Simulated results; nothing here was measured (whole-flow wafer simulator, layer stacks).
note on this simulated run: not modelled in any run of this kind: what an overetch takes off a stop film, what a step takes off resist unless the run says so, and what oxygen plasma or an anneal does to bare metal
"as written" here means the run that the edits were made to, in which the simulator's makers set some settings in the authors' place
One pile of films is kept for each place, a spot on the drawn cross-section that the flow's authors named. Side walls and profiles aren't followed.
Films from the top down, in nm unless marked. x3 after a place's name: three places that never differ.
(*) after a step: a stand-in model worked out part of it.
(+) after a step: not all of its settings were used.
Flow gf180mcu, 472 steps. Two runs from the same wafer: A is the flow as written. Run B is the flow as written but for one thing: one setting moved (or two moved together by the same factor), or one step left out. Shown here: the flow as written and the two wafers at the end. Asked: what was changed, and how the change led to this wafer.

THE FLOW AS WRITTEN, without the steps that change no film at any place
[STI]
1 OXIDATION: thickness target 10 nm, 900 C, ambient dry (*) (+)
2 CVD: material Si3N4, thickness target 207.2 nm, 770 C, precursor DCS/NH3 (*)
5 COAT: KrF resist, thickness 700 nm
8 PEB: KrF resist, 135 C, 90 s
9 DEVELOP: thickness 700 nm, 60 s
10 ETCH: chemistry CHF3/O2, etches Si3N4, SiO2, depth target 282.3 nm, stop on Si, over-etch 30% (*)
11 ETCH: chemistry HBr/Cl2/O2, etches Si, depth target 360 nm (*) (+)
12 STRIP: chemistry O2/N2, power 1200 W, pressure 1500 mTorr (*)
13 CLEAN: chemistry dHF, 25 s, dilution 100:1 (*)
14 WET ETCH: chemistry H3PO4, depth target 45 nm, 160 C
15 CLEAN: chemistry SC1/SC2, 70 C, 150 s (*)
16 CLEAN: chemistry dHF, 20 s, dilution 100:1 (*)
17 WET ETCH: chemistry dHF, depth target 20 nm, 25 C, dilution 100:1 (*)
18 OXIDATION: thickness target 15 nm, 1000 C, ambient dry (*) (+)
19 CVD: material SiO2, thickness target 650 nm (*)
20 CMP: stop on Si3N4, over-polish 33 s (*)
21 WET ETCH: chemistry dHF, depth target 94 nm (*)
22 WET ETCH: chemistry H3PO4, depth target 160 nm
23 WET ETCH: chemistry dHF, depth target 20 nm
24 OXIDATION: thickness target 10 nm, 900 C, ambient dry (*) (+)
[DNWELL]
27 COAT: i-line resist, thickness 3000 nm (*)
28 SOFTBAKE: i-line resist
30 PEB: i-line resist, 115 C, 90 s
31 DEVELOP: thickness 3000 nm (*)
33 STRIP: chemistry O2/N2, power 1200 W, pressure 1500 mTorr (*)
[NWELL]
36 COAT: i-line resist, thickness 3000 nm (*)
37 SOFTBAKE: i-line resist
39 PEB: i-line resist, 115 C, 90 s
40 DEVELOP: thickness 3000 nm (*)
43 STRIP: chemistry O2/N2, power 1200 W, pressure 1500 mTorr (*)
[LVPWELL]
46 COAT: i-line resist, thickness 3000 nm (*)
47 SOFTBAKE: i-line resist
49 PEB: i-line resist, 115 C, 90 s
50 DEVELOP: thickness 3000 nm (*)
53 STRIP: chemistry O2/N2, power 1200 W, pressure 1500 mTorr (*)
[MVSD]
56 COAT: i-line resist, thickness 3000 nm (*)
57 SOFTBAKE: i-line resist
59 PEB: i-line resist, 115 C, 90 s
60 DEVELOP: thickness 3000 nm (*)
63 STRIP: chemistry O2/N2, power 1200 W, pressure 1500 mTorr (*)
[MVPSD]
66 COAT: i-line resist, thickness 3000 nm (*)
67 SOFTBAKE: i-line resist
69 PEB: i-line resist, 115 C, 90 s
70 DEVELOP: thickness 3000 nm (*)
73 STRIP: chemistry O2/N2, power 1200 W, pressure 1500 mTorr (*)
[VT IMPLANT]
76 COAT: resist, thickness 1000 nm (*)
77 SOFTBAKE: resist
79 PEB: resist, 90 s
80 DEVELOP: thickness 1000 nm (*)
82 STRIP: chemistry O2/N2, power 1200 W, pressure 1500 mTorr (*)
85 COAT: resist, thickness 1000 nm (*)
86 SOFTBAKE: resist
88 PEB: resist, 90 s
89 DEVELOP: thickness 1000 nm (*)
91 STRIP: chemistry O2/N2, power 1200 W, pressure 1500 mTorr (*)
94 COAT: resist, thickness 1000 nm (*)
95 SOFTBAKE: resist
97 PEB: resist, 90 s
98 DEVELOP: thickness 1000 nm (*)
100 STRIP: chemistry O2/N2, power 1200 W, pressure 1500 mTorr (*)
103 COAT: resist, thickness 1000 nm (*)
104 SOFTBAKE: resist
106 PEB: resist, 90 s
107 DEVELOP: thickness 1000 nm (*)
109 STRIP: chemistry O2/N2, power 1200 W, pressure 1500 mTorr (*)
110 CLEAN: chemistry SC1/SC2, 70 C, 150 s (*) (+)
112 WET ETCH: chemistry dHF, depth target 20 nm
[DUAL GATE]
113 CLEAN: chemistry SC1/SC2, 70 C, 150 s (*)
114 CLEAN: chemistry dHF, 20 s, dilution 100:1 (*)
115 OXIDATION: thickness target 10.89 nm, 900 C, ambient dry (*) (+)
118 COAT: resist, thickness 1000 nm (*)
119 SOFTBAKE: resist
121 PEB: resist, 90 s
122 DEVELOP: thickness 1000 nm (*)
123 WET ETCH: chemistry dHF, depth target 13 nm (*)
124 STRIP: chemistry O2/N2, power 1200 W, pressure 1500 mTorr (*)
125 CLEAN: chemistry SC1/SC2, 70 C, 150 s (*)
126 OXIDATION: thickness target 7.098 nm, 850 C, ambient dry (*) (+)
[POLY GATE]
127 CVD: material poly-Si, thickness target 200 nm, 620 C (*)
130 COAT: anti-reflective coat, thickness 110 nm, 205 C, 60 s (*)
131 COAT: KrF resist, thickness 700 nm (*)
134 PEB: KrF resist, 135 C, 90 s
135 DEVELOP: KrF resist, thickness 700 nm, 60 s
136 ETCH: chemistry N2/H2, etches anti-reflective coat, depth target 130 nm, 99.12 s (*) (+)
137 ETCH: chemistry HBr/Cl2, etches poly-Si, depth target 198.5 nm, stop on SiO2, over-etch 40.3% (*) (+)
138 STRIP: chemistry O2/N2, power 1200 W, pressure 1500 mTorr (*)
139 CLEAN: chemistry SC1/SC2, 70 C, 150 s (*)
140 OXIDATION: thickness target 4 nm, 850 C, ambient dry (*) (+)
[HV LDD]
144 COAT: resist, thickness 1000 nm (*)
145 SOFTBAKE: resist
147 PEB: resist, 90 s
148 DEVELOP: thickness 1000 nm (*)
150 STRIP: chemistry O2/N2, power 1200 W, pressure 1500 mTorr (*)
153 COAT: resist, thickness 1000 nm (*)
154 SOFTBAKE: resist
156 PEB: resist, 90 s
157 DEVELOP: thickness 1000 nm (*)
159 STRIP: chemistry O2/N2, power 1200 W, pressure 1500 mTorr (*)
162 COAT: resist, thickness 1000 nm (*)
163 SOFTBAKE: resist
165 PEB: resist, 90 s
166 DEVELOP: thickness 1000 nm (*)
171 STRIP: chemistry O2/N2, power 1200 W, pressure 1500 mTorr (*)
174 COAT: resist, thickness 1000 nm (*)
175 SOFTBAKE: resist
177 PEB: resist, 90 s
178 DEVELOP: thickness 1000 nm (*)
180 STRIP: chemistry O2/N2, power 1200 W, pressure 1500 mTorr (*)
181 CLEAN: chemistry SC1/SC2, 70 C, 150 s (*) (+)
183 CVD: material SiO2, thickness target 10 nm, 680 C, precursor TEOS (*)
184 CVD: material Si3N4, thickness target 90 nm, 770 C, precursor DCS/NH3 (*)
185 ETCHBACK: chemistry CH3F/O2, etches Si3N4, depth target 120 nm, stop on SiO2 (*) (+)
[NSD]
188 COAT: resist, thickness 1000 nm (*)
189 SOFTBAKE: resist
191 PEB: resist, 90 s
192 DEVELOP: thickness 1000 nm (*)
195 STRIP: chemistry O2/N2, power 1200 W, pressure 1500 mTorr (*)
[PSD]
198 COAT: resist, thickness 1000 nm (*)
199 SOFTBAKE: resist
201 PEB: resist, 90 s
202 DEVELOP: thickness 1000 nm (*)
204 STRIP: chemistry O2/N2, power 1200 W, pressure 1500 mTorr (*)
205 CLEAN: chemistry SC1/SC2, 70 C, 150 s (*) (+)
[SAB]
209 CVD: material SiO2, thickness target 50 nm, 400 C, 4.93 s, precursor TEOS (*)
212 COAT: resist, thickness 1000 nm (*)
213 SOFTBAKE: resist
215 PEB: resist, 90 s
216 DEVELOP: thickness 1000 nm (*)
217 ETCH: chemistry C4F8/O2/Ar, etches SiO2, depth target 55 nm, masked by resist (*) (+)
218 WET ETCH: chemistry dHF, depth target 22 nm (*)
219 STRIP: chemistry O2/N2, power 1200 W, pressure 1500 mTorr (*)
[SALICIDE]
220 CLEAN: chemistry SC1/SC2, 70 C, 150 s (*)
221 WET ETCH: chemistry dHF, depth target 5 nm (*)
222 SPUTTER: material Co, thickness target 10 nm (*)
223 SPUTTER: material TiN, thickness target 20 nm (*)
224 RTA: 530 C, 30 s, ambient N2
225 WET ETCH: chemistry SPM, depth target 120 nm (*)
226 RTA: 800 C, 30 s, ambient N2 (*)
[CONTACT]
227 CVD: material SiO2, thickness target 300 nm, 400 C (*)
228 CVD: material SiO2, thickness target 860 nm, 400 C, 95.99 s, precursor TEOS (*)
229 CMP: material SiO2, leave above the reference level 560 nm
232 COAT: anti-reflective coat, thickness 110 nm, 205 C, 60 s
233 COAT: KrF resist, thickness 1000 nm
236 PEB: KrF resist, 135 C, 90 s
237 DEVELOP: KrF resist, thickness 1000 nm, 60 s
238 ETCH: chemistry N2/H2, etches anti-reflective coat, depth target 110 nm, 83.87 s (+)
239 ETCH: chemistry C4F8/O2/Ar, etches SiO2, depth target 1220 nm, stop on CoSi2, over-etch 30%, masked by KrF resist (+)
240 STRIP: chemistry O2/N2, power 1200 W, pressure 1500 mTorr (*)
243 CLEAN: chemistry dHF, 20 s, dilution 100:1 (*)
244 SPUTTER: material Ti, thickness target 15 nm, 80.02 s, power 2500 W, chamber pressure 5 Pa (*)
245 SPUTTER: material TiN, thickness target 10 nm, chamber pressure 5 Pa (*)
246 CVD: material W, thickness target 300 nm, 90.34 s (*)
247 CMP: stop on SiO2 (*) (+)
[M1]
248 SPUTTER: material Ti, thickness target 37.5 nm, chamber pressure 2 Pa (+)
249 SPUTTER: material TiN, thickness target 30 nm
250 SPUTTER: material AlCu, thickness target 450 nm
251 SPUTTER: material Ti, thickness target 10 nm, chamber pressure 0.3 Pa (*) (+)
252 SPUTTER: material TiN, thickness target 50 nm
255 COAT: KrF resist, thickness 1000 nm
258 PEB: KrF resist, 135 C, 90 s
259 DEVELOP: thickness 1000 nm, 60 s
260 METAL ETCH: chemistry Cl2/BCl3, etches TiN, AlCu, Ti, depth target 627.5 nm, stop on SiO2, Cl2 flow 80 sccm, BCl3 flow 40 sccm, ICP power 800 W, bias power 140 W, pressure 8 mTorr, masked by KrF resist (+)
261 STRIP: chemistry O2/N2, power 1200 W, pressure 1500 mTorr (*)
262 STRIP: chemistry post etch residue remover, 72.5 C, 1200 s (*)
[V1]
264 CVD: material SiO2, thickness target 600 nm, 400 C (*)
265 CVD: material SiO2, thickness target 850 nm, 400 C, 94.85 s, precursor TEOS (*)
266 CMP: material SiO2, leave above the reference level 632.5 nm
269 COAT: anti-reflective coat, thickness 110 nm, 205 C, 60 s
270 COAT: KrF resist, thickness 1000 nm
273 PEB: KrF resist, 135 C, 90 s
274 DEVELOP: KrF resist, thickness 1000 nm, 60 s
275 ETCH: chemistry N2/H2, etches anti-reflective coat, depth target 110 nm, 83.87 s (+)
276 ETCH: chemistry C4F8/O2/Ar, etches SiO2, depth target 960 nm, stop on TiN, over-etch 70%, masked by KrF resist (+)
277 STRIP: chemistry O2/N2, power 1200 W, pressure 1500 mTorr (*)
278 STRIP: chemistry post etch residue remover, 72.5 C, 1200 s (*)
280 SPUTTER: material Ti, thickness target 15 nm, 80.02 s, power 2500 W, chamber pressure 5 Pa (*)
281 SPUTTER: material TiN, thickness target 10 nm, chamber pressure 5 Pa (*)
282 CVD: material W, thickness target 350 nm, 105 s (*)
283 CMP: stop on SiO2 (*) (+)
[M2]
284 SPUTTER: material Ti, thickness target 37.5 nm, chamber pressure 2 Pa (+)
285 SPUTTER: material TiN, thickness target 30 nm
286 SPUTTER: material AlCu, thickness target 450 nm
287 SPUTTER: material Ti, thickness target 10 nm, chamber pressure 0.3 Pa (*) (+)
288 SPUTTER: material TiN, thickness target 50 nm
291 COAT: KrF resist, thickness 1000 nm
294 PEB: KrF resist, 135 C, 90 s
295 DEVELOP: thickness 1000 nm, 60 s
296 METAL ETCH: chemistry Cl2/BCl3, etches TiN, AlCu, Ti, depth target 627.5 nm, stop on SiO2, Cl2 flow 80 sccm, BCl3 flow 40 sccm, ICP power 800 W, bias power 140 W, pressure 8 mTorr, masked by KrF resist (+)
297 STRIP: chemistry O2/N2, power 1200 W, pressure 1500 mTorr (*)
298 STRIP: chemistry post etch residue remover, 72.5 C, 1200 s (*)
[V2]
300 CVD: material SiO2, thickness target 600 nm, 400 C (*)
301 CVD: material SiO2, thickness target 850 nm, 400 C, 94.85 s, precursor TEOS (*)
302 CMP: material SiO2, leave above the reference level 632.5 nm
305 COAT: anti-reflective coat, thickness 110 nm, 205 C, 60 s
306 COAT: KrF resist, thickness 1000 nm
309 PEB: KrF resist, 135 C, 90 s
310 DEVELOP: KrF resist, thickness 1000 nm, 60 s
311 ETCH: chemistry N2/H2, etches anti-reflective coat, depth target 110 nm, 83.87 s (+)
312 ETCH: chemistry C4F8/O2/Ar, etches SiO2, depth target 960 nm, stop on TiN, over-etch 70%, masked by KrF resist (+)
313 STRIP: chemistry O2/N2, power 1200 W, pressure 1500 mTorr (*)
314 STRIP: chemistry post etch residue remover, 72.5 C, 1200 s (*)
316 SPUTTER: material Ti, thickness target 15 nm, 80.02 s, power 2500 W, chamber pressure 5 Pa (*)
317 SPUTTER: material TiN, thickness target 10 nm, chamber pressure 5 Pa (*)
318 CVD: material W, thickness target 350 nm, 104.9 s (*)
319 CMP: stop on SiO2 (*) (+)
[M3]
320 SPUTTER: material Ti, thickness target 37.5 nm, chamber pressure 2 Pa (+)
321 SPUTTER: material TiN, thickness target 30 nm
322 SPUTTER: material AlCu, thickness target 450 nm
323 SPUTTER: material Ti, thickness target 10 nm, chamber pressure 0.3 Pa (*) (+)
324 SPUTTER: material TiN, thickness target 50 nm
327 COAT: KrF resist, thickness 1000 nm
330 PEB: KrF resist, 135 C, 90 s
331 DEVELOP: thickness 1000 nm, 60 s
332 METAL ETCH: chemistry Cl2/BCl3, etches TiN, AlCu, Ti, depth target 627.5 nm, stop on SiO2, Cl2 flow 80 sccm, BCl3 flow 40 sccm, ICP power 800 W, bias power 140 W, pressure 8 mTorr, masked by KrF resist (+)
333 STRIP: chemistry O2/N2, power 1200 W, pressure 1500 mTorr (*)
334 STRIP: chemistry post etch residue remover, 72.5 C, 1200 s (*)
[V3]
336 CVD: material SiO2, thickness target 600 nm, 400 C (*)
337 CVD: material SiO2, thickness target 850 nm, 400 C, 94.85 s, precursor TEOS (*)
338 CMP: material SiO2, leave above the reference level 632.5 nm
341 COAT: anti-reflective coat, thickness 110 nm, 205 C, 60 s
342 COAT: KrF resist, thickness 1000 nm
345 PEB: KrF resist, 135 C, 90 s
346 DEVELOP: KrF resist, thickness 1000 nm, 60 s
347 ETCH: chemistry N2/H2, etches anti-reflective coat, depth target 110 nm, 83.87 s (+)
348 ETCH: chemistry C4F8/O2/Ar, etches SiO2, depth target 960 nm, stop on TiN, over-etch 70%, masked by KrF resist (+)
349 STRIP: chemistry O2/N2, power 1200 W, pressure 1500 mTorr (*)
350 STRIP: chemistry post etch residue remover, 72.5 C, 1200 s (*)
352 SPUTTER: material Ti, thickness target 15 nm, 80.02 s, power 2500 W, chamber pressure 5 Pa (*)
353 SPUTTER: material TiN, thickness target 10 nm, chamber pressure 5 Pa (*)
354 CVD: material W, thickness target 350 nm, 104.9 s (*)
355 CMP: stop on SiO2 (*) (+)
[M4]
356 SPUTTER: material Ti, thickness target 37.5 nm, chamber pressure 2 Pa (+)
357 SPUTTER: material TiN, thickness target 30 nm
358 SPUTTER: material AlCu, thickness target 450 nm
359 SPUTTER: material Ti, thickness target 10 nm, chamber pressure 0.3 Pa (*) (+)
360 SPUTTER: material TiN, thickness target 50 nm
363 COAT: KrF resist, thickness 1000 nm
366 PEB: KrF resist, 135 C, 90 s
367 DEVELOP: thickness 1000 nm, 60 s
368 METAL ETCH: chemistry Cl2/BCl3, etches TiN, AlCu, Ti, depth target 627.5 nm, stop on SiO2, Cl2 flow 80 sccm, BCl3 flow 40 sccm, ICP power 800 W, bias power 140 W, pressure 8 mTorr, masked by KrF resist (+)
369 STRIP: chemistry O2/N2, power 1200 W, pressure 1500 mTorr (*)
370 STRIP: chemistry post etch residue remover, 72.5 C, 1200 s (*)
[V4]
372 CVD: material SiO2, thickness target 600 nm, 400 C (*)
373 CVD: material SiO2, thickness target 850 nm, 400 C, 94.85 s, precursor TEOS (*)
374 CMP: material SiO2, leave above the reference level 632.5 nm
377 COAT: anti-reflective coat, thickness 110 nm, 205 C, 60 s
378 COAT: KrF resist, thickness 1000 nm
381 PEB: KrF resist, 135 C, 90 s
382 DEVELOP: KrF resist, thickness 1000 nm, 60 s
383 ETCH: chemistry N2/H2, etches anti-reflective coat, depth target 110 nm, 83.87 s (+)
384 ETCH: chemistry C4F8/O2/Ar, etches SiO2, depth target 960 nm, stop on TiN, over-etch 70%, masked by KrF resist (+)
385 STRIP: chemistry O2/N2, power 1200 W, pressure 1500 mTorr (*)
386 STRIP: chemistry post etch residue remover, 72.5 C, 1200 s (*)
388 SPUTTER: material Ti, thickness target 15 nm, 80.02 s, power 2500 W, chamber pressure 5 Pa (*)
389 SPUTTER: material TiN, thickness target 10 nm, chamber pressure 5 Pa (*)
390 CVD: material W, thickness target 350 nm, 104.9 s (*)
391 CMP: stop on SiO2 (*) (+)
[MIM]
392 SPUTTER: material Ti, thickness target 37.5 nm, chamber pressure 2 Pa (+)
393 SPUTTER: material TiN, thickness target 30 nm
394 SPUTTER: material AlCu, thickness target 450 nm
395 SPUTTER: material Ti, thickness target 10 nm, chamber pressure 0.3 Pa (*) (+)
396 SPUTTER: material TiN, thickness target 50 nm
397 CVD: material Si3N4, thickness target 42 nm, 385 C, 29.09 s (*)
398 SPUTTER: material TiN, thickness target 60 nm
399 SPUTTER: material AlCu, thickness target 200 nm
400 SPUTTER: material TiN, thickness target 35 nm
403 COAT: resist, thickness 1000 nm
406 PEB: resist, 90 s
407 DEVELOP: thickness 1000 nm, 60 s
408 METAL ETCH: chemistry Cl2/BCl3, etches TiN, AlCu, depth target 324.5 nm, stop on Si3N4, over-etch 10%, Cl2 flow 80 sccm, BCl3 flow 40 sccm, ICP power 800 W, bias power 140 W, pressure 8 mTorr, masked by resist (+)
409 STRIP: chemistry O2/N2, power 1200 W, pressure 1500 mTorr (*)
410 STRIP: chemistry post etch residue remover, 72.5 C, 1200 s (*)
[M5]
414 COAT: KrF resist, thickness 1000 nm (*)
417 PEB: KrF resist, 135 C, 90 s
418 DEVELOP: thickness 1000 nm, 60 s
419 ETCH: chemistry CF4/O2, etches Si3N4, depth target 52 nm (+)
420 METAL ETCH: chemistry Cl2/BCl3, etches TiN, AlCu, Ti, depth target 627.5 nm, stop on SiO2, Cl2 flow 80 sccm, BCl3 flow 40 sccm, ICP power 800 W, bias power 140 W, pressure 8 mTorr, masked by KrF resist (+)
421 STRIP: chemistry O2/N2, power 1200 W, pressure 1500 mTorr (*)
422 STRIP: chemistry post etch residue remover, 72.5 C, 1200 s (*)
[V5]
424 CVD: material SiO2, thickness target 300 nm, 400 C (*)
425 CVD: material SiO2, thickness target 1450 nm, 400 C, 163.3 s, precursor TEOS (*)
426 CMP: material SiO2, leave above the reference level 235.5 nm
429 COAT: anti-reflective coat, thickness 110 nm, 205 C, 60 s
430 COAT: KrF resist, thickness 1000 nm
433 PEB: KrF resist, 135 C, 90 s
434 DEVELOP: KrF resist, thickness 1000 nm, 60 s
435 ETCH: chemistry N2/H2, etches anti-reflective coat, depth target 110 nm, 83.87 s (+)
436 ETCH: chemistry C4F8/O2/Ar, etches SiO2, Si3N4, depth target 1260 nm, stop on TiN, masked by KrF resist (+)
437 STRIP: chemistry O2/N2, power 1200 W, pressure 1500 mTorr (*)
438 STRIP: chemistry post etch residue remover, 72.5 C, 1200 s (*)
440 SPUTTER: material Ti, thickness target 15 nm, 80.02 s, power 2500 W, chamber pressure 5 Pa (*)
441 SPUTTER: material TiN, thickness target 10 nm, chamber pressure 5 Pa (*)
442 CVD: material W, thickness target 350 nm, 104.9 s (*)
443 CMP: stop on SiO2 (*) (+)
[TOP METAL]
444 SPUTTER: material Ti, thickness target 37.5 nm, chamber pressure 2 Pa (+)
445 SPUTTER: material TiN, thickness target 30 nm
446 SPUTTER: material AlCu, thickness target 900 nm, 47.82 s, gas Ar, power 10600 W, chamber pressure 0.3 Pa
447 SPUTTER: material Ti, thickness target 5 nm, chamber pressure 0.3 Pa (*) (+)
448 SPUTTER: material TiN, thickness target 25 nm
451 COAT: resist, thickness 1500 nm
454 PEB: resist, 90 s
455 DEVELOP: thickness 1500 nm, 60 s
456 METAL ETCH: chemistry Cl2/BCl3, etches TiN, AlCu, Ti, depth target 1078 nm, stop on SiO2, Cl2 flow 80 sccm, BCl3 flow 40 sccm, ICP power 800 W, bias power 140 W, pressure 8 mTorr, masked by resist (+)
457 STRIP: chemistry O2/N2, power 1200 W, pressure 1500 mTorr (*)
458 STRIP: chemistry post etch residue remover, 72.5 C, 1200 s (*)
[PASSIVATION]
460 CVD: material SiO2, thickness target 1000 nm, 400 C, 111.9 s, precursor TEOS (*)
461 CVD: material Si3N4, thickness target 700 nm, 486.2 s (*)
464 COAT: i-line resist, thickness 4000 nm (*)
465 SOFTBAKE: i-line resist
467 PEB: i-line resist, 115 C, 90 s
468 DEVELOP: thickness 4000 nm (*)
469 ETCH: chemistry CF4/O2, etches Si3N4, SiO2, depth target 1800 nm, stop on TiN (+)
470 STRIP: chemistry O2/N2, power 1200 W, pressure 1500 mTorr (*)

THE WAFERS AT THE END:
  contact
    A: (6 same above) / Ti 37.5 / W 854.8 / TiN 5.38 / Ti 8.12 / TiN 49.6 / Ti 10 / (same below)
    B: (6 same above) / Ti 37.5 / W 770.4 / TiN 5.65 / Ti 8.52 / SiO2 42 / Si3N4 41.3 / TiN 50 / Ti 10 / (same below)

The cause: step 436, ETCH: depth target 787.5 nm was run, where the flow has depth target 1260 nm.

How the change led to this, step by step:
  436 ETCH: chemistry C4F8/O2/Ar, etches SiO2, Si3N4, depth target 1260 nm, stop on TiN, masked by KrF resist (+)
      contact: A SiO2 -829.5 (all of it), Si3N4 -41.3 (all of it) | B SiO2 -787.5
      field, field__w1, field__w2 and 108 more: A KrF resist -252 | B KrF resist -157.5
  437 STRIP: chemistry O2/N2, power 1200 W, pressure 1500 mTorr (*)
      field, field__w1, field__w2 and 108 more: A KrF resist -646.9 (all of it), anti-reflective coat -110 (all of it) | B KrF resist -741.4 (all of it), anti-reflective coat -110 (all of it)
  442 CVD: material W, thickness target 350 nm, 104.9 s (*)
      contact: A W +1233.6 (new film) | B W +1149.2 (new film)
Counting metal films that touch as one body, contact has 2 bodies (between them, from the top down: SiO2 42 / Si3N4 41.3); the flow as written gives 1 body.
